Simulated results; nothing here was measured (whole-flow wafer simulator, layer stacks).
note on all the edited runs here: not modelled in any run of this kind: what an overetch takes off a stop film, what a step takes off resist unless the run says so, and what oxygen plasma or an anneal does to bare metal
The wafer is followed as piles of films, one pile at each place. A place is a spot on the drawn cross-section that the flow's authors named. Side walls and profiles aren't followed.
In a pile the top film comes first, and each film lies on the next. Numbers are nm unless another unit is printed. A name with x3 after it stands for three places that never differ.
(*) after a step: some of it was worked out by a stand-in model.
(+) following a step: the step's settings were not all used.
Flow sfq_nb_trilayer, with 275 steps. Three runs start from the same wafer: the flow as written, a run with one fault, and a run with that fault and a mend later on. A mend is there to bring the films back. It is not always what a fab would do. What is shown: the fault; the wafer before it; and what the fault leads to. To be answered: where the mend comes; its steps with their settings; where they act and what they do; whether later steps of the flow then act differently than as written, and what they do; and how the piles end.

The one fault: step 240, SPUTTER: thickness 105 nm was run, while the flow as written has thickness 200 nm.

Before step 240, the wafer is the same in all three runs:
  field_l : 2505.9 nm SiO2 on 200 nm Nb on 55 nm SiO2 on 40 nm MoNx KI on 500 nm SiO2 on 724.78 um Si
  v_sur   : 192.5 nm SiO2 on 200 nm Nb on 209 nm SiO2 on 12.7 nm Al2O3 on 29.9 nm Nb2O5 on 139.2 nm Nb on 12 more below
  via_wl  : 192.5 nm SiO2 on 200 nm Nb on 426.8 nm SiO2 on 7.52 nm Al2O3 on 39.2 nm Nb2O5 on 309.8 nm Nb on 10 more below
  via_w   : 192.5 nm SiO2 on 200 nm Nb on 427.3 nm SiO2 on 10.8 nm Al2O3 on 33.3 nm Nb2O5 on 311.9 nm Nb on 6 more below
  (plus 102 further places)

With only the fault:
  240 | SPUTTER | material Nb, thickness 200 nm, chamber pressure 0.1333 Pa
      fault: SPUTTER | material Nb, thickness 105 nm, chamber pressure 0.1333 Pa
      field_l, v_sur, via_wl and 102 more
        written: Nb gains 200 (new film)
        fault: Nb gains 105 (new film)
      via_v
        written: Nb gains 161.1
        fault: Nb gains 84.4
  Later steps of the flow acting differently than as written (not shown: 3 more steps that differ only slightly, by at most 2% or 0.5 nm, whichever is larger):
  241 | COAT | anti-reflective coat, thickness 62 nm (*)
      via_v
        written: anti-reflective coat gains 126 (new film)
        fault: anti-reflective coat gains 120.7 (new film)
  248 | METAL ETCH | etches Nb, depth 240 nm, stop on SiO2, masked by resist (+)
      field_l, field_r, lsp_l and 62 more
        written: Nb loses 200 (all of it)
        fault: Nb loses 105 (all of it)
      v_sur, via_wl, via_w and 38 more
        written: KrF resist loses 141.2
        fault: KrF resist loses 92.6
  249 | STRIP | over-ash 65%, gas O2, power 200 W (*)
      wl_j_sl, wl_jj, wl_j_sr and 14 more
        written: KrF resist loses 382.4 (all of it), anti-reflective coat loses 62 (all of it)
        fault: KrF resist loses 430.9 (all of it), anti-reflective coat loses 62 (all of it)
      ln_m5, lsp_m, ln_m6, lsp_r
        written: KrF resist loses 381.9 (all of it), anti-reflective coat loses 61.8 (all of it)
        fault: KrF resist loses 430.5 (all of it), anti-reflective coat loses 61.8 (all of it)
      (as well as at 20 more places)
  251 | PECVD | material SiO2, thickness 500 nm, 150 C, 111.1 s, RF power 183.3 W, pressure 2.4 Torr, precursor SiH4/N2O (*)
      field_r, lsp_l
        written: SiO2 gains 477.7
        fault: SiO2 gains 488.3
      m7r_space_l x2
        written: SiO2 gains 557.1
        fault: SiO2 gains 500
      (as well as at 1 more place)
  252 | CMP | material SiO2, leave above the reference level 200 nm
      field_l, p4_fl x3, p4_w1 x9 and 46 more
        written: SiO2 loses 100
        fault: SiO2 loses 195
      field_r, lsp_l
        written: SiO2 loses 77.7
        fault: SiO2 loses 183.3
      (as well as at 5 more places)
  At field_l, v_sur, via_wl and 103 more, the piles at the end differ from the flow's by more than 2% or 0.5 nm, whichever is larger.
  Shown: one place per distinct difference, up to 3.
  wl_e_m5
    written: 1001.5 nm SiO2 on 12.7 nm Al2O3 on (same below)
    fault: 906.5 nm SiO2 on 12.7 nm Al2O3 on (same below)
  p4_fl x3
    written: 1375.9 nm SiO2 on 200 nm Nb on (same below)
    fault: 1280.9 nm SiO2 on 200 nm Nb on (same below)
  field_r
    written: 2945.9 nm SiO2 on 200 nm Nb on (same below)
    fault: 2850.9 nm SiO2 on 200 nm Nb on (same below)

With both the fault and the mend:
  The mend follows step 240.
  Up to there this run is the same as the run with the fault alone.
  240a | SPUTTER | material Nb, thickness 95 nm, chamber pressure 0.1333 Pa (a further turn of the flow's step 240, with different settings)
      field_l, v_sur, via_wl and 102 more
        Nb gains 95
      via_v
        Nb gains 73.8
  Later steps of the flow that are run all act as written at every place that is followed, up to a difference of at most 2% or 0.5 nm, whichever is larger.
  The piles end only slightly different from the flow's at the places that both follow, by no more than 2% or 0.5 nm, whichever is larger.
